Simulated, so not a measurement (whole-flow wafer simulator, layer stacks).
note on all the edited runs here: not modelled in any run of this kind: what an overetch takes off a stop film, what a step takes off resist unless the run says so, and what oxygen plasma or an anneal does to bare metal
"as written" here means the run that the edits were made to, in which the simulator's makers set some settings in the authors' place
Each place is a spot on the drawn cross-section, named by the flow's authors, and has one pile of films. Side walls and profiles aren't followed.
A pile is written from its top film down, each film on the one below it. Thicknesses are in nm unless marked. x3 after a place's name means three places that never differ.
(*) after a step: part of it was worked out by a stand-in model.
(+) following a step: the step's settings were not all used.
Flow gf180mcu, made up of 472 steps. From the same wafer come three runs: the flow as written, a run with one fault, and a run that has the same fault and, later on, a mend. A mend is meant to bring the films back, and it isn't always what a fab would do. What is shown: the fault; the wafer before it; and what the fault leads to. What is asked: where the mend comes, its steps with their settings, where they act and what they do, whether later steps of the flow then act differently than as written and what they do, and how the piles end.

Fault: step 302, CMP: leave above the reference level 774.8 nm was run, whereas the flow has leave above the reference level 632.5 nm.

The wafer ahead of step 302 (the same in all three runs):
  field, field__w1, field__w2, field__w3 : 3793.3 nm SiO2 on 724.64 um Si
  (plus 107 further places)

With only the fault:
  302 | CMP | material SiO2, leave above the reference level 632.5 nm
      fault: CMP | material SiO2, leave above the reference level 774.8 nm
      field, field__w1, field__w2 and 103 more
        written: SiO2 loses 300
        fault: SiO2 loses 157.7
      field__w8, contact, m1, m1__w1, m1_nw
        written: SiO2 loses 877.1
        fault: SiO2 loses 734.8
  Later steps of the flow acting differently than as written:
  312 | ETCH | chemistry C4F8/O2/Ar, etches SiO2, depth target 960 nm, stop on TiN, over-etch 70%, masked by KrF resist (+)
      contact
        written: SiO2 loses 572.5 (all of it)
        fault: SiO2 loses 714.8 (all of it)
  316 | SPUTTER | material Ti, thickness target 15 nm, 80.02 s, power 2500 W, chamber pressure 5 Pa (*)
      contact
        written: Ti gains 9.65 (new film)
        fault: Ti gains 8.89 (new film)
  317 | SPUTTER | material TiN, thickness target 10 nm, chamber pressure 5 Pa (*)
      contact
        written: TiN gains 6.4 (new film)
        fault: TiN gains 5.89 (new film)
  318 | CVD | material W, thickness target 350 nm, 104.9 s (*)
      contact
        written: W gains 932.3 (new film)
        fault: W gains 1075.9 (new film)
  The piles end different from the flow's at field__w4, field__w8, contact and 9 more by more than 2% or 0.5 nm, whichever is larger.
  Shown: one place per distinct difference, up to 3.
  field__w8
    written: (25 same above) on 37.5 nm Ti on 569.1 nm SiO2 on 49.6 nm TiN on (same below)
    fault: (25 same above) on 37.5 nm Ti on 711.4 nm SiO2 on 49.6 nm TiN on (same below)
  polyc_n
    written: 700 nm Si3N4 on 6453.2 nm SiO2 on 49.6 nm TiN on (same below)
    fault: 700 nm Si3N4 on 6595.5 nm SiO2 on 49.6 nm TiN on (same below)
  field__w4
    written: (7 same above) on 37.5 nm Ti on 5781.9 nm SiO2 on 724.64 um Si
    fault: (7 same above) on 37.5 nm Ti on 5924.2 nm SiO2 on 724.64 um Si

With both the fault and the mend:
  The mend stands after step 302.
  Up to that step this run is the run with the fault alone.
  302a | CMP | material SiO2, leave above the reference level 632.5 nm (the flow's step 302, run once more)
      field, field__w1, field__w2 and 108 more
        SiO2 loses 142.3
  None of the later steps of the flow acts differently than as written at any place that is followed.
  The piles end the same as the flow's at every place that both follow.
